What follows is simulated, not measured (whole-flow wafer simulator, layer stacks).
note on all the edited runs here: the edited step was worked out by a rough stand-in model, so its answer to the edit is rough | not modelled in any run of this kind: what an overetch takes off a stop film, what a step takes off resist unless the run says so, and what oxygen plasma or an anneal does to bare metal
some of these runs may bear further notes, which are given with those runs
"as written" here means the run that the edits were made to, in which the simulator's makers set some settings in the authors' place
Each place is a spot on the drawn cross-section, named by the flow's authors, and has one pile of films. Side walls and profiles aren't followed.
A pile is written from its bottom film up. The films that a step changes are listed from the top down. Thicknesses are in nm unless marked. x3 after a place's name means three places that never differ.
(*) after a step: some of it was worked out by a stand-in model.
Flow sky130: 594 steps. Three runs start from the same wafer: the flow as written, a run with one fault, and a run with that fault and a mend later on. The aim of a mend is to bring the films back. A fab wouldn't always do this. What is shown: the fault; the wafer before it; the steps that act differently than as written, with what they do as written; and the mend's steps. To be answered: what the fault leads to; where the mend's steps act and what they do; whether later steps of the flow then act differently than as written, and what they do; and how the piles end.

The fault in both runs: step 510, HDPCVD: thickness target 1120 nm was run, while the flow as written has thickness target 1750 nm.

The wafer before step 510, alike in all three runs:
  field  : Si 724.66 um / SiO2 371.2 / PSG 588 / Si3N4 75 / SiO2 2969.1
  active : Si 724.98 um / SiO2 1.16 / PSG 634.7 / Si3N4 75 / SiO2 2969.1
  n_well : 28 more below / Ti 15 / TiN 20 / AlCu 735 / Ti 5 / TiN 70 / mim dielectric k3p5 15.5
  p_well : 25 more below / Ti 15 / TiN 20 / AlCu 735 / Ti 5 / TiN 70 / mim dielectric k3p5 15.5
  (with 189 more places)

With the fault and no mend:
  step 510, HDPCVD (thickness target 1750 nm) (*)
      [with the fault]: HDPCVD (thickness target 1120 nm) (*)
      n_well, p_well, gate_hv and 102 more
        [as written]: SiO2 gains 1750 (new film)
        [with the fault]: SiO2 gains 1120 (new film)
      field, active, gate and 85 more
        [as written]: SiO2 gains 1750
        [with the fault]: SiO2 gains 1120
  Steps further on in the flow that do not act as written (not shown: 22 more steps that differ only slightly, by at most 2% or 0.5 nm, whichever is larger):
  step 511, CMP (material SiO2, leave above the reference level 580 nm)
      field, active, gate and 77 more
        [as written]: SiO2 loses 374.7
        [with the fault]: nothing
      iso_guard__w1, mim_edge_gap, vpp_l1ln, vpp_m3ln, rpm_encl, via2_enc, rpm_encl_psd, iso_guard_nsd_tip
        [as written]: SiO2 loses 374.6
        [with the fault]: nothing
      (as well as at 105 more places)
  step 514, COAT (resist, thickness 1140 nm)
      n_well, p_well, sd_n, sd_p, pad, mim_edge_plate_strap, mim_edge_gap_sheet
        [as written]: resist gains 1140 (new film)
        [with the fault]: resist gains 886.2 (new film)
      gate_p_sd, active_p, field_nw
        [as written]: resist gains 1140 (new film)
        [with the fault]: resist gains 1178.7 (new film)
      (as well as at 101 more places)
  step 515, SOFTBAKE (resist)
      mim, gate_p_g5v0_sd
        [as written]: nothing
        [with the fault]: resist loses 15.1
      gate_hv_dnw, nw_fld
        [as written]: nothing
        [with the fault]: resist loses 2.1
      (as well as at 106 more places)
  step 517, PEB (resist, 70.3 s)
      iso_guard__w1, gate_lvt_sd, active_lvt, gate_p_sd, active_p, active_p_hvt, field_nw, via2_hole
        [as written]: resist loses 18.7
        [with the fault]: resist loses 19.3
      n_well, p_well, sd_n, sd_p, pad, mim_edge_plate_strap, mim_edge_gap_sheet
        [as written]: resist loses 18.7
        [with the fault]: resist loses 13.6
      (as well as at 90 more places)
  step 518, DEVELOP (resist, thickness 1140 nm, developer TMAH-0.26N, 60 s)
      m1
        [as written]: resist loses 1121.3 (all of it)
        [with the fault]: resist loses 954.1 (all of it)
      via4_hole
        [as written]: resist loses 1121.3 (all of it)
        [with the fault]: resist loses 929.6 (all of it)
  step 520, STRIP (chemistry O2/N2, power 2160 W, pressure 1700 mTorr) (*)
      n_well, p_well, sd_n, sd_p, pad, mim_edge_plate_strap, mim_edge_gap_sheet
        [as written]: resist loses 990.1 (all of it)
        [with the fault]: resist loses 741.4 (all of it)
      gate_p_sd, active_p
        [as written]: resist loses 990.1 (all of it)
        [with the fault]: resist loses 1027.4 (all of it)
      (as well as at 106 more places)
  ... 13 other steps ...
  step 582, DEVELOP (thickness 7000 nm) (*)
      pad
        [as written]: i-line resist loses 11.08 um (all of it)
        [with the fault]: i-line resist loses 11.1 um (all of it)
  By the end, the piles at field, active, gate and 87 more depart from the flow's by more than 2% or 0.5 nm, whichever is larger.
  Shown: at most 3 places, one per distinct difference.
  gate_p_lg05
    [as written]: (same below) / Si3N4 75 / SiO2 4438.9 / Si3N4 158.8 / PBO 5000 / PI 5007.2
    [with the fault]: (same below) / Si3N4 75 / SiO2 4089.1 / TiN 20 / W 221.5 / SiO2 125.2 / Si3N4 158.8 / PBO 5000 / PI 5005.1
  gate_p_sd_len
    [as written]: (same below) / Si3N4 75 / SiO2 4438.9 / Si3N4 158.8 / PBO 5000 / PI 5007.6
    [with the fault]: (same below) / Si3N4 75 / SiO2 4089.1 / TiN 20 / W 221.5 / SiO2 125.2 / Si3N4 158.8 / PBO 5000 / PI 5005.1
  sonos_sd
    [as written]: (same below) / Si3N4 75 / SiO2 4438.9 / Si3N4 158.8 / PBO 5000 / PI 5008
    [with the fault]: (same below) / Si3N4 75 / SiO2 4089.1 / TiN 20 / W 221.5 / SiO2 125.2 / Si3N4 158.8 / PBO 5000 / PI 5001.8

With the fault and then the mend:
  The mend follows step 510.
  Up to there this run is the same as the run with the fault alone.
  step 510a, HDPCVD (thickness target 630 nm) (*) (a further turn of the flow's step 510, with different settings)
      field, active, n_well and 190 more
        SiO2 gains 630
  Every later step of the flow that is run acts as written at every place that is followed.
  At every place that both follow, the piles at the end match the flow's.
